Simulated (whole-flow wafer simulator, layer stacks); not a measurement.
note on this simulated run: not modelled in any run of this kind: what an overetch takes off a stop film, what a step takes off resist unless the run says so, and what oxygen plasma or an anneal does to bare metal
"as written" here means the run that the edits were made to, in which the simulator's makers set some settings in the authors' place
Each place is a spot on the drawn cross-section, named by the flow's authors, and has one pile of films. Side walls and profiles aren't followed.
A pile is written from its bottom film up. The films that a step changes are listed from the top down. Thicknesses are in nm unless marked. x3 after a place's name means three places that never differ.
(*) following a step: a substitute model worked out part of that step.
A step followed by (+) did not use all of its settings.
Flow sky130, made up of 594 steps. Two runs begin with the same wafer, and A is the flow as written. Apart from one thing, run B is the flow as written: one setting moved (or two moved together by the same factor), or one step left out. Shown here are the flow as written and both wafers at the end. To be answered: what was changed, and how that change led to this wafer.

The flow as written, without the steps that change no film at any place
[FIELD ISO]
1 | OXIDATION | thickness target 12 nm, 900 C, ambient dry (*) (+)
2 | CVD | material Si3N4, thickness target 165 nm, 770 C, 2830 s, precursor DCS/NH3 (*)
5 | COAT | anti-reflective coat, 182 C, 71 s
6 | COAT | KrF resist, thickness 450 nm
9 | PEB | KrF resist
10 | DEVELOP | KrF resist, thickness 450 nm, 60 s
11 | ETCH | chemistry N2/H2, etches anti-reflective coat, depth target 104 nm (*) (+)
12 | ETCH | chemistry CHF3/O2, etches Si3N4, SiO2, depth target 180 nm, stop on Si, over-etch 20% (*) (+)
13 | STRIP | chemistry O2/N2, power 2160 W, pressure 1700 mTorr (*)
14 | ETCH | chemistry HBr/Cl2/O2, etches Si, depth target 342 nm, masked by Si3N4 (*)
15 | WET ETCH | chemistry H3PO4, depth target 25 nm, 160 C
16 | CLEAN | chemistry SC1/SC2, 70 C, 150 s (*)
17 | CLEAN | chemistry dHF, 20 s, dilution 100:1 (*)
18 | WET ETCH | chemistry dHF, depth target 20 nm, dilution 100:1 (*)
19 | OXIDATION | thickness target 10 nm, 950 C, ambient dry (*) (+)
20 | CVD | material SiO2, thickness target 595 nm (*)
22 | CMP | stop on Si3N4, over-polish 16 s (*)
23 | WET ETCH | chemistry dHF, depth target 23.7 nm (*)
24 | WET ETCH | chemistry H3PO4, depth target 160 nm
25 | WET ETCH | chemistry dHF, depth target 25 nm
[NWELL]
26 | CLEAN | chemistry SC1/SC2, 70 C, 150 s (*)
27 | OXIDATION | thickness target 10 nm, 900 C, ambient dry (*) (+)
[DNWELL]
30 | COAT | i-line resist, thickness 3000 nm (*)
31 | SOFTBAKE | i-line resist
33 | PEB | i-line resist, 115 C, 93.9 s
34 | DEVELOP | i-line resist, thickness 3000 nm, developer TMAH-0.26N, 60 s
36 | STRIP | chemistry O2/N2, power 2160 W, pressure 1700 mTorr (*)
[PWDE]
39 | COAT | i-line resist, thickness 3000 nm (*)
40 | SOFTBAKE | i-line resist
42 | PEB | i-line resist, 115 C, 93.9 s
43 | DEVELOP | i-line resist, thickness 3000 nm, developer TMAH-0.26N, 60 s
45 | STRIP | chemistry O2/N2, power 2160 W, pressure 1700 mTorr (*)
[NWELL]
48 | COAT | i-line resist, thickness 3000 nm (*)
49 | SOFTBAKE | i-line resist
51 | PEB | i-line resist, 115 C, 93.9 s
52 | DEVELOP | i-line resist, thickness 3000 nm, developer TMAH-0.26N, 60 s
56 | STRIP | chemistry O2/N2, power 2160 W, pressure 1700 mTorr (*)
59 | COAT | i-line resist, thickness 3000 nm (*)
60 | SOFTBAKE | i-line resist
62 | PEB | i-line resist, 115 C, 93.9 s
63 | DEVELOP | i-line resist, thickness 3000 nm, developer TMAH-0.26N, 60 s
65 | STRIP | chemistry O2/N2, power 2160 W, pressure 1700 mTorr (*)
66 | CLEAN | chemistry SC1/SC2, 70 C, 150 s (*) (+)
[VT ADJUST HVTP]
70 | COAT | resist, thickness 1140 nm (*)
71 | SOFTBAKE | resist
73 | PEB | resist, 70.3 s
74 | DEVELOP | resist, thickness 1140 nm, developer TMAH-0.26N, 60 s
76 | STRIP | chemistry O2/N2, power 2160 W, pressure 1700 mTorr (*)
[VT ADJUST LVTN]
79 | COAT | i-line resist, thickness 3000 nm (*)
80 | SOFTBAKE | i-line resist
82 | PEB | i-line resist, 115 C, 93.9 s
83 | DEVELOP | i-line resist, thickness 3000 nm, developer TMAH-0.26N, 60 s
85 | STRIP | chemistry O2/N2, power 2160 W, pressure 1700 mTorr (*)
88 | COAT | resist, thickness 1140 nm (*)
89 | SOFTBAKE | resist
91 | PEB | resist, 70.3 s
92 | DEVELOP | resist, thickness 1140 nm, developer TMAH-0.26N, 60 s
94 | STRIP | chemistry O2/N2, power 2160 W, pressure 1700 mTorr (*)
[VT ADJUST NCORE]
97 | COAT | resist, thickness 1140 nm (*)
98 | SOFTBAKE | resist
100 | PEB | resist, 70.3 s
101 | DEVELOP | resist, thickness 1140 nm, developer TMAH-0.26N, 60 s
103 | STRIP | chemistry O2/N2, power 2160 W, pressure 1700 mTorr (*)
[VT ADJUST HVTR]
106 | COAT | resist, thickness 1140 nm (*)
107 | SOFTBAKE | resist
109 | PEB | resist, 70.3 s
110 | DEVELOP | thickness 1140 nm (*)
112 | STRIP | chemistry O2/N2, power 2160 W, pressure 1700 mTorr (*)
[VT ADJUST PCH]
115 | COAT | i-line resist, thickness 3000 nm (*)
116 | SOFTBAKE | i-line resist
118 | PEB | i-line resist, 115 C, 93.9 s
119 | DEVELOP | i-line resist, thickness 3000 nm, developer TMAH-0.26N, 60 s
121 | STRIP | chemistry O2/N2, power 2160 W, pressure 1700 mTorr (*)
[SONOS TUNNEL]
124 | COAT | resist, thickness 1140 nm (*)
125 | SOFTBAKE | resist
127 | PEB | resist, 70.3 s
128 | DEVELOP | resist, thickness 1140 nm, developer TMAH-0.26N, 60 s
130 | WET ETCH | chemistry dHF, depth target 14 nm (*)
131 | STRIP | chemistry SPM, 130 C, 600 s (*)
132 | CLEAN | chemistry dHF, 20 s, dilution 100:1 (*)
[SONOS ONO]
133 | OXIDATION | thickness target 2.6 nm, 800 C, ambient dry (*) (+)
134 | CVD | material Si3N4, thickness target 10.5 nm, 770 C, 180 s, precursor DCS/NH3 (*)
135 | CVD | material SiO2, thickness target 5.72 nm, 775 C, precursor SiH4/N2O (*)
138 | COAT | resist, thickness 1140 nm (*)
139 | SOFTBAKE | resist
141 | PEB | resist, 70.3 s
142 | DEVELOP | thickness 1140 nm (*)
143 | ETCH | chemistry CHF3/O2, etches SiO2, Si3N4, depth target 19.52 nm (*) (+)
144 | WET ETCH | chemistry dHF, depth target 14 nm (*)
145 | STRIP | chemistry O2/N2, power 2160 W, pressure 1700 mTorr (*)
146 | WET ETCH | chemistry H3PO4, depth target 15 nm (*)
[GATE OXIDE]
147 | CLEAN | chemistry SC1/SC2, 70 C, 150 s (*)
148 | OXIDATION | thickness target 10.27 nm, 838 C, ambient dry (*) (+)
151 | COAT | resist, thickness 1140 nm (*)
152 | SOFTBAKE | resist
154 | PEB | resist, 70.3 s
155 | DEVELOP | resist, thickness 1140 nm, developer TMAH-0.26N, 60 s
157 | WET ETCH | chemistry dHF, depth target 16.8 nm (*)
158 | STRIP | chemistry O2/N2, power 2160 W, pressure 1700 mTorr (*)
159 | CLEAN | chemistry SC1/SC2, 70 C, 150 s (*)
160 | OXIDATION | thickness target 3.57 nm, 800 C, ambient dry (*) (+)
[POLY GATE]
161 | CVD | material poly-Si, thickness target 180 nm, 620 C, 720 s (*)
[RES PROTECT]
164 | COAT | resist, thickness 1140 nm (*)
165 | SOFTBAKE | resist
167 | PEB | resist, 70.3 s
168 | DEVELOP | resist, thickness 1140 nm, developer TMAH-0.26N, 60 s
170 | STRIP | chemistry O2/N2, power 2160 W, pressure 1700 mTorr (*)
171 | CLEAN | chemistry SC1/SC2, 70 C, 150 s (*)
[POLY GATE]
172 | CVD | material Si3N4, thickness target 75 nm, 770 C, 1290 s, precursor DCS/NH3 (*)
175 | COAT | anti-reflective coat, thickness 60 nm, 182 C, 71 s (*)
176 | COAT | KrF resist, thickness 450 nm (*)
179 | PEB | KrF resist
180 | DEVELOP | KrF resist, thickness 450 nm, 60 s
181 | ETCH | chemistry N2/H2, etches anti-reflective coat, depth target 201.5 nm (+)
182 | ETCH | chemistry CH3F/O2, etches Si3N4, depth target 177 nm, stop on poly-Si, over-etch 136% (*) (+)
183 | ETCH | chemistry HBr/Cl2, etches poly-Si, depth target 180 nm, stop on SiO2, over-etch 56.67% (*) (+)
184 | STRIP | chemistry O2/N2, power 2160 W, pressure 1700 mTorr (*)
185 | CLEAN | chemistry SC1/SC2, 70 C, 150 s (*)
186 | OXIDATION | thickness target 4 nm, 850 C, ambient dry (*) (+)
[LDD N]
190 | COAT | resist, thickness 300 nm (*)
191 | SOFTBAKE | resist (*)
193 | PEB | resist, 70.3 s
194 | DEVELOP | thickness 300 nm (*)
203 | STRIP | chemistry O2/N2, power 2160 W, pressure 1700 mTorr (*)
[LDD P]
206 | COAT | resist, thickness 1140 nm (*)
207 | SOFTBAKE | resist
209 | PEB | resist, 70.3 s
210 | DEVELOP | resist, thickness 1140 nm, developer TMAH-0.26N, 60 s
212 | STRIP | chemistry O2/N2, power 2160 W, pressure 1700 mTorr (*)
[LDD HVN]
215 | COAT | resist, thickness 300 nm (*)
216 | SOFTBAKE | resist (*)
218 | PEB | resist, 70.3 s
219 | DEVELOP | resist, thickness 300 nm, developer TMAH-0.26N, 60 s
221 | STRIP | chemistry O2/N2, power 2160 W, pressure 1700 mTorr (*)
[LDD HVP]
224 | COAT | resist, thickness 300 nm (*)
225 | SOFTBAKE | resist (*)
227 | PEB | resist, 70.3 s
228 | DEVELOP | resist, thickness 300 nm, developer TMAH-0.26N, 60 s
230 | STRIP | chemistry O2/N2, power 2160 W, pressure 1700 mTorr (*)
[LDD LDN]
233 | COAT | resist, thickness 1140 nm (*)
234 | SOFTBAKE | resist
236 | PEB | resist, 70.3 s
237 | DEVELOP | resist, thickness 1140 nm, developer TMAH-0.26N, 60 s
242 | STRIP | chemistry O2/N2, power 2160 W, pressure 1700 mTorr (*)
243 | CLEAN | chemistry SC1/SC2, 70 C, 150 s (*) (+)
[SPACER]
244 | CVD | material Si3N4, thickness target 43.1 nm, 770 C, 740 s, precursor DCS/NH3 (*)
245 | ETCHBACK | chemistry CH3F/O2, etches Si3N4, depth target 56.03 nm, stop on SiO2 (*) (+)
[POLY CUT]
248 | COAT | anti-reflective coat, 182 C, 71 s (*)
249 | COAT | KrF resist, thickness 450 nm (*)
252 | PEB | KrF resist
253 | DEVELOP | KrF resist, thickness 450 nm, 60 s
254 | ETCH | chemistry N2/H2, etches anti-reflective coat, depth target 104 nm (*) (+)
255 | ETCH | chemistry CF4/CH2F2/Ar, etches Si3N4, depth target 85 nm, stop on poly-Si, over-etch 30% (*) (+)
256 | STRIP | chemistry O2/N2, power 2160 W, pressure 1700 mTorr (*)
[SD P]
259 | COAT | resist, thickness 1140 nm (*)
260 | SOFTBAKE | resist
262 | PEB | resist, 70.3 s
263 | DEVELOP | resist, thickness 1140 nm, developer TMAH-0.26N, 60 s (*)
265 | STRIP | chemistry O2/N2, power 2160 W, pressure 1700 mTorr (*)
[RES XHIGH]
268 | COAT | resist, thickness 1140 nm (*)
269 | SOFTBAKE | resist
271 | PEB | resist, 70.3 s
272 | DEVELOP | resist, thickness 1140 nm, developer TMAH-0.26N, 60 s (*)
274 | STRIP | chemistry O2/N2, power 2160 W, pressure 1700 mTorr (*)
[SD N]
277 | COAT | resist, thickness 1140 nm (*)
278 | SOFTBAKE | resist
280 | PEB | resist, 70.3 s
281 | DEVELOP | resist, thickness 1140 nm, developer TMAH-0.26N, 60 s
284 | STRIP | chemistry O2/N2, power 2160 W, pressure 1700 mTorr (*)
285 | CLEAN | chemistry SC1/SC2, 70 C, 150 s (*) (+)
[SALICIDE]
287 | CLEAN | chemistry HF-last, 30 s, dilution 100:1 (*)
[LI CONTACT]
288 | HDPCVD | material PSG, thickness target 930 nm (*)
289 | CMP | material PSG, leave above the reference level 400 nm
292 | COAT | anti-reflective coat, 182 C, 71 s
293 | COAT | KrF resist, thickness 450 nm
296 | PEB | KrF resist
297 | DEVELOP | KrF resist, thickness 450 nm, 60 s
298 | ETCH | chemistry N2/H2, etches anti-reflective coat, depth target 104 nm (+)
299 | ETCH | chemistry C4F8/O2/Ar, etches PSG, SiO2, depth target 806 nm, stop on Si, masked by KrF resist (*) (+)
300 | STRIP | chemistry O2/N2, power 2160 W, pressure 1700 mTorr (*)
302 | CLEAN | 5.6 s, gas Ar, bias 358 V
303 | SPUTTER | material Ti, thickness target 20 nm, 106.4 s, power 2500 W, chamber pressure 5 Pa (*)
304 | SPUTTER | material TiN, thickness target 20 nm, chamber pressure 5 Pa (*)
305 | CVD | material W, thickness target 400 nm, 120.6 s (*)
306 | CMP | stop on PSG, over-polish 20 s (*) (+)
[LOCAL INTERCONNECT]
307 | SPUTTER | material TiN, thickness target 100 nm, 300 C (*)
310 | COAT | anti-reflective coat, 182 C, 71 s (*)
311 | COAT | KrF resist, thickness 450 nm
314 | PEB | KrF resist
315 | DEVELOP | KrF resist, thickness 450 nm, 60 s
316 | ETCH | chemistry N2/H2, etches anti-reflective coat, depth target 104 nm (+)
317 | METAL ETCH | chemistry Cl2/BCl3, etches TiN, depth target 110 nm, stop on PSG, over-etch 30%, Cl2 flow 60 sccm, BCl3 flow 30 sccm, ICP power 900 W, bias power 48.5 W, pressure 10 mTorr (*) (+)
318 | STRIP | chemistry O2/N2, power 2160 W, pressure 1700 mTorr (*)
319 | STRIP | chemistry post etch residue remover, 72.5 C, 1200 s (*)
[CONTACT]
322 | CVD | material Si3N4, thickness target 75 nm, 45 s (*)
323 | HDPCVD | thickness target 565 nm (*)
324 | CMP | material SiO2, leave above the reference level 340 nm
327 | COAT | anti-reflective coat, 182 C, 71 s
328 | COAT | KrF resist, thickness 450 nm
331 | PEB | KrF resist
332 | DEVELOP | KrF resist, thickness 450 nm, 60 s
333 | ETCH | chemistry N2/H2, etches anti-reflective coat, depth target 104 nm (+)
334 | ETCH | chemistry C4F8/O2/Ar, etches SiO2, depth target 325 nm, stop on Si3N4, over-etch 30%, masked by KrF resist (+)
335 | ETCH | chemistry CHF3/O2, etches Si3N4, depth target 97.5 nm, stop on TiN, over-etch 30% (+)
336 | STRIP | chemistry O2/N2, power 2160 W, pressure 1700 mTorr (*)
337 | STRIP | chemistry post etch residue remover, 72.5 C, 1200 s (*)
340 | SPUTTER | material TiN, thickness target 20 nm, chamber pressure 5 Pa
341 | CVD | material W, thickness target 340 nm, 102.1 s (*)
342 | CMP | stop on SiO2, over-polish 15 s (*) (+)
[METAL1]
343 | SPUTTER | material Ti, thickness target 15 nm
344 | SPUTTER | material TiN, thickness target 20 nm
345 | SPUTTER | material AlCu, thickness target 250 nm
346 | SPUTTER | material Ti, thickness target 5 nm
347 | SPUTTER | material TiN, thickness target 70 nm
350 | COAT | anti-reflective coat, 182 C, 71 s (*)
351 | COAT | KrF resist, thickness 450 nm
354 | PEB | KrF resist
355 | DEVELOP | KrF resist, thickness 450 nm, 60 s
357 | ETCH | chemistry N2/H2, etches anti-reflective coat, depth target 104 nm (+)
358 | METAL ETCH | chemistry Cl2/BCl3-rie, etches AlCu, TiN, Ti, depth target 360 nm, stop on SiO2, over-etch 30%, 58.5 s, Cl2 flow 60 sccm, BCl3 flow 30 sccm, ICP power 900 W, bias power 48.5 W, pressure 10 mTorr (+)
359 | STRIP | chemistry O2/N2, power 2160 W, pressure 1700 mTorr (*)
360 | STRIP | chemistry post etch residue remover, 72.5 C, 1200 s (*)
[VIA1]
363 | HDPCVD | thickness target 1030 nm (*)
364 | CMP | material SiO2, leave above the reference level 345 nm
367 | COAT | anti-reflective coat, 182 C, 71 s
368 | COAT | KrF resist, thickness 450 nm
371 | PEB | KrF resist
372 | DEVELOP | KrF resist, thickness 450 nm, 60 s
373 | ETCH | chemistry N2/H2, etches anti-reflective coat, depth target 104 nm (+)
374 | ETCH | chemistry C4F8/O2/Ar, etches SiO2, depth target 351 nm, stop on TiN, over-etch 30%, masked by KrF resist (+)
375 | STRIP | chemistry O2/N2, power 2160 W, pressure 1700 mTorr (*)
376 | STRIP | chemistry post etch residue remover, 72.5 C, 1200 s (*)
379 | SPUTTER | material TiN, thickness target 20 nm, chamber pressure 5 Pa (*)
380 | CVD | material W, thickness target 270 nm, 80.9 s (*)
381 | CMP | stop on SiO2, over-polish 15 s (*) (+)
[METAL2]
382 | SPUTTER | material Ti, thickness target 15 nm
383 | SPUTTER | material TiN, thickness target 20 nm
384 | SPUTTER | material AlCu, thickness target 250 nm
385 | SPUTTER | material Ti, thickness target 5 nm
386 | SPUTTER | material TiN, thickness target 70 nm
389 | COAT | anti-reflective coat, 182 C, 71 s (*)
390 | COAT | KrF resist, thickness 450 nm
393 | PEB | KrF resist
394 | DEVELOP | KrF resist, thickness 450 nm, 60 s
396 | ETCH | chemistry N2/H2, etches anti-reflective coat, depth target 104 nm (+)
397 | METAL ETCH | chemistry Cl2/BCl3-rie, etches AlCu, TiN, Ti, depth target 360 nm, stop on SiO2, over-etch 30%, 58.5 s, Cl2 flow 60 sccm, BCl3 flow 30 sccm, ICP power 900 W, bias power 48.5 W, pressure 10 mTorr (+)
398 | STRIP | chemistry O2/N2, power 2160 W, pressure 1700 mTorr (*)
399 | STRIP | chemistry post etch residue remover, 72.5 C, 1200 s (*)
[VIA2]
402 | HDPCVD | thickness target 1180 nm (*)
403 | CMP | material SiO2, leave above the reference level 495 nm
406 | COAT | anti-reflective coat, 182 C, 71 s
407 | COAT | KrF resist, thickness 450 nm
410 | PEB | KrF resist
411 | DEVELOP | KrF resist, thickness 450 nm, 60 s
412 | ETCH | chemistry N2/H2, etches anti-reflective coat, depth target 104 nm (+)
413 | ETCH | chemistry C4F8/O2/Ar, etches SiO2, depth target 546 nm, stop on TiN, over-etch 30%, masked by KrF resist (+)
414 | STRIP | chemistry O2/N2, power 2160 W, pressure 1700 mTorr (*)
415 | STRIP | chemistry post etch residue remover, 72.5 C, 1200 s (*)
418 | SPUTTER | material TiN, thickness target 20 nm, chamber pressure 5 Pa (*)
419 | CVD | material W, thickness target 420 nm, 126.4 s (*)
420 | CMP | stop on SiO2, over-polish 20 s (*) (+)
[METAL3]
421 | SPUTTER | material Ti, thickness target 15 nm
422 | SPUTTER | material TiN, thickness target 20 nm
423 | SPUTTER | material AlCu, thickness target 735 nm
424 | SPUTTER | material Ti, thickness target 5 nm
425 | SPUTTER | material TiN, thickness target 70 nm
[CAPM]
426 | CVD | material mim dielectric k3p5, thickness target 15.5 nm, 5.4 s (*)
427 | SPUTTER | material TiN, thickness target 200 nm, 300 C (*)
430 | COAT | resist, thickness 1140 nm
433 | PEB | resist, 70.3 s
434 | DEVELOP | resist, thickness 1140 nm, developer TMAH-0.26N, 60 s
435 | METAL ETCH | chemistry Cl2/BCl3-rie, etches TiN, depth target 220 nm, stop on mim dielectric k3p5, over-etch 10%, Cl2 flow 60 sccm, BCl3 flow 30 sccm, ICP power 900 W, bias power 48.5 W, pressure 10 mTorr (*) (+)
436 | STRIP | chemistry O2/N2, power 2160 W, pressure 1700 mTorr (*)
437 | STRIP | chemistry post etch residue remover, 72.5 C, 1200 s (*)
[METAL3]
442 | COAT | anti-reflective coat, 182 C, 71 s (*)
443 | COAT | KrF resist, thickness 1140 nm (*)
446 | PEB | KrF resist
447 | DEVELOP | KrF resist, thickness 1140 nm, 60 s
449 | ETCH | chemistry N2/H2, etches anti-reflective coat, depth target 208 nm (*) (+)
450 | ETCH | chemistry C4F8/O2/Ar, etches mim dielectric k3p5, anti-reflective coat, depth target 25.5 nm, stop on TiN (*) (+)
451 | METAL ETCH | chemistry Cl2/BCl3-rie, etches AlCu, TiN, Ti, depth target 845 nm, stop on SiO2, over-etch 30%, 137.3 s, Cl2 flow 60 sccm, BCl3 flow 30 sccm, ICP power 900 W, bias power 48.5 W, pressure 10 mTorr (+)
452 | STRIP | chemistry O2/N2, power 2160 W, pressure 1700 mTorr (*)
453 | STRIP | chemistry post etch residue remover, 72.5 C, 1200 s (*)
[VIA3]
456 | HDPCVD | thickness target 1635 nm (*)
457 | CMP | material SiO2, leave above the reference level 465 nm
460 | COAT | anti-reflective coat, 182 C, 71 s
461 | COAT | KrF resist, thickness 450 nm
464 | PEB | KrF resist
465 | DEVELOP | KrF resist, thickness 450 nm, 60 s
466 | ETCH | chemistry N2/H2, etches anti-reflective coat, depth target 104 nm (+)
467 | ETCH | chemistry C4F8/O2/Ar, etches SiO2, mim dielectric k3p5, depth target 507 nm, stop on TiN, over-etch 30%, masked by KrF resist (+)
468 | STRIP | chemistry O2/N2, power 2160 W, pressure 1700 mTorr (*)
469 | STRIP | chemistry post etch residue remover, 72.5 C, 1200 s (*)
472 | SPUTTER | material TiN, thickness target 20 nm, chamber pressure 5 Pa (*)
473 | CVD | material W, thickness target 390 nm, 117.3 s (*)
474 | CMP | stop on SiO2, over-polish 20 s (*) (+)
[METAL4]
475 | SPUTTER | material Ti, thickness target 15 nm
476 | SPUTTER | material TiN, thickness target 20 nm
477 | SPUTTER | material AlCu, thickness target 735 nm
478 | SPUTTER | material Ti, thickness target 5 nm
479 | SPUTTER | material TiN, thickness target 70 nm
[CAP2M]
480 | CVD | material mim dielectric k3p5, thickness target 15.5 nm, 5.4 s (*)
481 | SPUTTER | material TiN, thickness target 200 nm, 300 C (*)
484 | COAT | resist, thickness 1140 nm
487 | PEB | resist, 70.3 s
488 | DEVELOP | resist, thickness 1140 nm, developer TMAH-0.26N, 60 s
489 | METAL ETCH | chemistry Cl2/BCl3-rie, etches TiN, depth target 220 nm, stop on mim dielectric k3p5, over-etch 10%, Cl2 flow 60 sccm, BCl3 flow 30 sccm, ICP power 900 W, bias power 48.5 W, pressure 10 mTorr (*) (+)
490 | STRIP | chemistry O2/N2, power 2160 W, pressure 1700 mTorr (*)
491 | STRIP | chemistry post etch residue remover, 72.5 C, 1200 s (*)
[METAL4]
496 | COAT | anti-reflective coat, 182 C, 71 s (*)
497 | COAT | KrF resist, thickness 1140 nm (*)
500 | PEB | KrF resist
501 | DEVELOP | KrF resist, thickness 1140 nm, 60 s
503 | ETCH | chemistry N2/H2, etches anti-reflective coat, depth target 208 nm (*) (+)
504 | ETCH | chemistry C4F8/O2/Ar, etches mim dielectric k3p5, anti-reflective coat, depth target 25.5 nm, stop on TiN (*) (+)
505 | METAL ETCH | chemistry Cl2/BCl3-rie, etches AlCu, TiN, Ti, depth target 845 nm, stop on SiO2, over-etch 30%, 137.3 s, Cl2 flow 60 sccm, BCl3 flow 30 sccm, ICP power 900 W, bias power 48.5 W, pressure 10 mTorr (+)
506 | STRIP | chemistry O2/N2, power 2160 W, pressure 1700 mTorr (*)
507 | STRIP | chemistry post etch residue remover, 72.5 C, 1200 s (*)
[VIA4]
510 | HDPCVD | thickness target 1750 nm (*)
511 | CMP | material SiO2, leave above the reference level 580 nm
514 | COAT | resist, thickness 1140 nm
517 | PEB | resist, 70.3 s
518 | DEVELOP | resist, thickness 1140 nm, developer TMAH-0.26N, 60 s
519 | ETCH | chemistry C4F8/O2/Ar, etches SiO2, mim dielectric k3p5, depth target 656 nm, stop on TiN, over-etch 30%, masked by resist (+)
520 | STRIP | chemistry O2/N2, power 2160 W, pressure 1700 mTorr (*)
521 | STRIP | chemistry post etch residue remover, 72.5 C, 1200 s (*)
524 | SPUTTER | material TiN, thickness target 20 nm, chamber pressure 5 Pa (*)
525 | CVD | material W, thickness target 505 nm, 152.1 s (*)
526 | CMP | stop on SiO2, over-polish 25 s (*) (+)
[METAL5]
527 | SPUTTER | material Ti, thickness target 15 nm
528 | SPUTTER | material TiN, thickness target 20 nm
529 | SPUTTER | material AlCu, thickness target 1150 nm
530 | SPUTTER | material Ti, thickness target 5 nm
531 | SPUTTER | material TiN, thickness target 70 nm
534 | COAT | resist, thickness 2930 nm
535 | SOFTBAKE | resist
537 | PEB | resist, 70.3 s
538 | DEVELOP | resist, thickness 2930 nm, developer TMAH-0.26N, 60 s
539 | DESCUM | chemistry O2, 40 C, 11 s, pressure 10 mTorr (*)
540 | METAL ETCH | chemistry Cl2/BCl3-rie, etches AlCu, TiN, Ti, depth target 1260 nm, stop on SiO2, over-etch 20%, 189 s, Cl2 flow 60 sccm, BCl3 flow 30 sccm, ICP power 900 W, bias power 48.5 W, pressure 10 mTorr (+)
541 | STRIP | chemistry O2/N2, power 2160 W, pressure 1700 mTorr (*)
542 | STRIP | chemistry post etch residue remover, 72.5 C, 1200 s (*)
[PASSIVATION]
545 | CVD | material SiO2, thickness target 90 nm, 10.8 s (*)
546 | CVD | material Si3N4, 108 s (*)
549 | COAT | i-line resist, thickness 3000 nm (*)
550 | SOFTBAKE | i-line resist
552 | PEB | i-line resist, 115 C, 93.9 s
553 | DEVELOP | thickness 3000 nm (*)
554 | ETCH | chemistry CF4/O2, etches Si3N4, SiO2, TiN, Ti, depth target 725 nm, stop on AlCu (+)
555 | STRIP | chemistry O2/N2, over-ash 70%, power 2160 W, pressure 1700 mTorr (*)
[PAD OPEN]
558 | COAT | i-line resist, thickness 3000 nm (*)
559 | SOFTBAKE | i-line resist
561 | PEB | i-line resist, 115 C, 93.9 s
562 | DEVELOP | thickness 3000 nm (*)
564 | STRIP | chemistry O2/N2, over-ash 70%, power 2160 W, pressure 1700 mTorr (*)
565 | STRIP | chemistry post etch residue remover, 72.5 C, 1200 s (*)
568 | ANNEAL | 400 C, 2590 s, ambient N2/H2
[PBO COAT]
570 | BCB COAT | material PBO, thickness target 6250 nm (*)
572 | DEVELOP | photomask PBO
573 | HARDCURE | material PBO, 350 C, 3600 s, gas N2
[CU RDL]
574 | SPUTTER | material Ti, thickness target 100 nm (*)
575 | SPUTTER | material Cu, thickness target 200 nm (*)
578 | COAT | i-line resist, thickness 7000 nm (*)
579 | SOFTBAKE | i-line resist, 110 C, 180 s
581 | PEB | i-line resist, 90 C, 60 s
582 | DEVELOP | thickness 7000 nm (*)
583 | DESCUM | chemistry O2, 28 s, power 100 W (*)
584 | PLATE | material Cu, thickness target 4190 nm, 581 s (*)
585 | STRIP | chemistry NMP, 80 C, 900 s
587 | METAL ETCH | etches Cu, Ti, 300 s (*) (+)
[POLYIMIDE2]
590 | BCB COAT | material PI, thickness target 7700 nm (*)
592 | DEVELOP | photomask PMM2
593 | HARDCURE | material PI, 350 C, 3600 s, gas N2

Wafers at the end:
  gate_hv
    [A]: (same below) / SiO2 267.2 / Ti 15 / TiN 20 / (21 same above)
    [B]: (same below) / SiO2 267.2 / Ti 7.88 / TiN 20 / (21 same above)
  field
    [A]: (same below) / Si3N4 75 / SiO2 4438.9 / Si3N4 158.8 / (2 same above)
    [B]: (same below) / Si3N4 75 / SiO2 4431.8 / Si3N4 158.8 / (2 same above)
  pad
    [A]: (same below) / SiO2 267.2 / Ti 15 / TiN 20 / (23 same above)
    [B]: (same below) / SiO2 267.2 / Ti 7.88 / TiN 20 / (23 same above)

The reason: step 382, SPUTTER: thickness target 7.88 nm was run, while the flow as written has thickness target 15 nm.
The wafer lets one read it off: gate_hv has Ti 7.88, and step 382 as written asks for 15 nm.

Step by step, how the change led to this:
  382 | SPUTTER | material Ti, thickness target 15 nm
      field, active, n_well and 188 more: A +15 Ti (new film) | B +7.88 Ti (new film)
  397 | METAL ETCH | chemistry Cl2/BCl3-rie, etches AlCu, TiN, Ti, depth target 360 nm, stop on SiO2, over-etch 30%, 58.5 s, Cl2 flow 60 sccm, BCl3 flow 30 sccm, ICP power 900 W, bias power 48.5 W, pressure 10 mTorr (+)
      field, active, gate and 82 more: A -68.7 TiN (all of it), -5 Ti (all of it), -250 AlCu (all of it), -20 TiN (all of it), -15 Ti (all of it), -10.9 SiO2 | B -68.7 TiN (all of it), -5 Ti (all of it), -250 AlCu (all of it), -20 TiN (all of it), -7.88 Ti (all of it), -11.6 SiO2
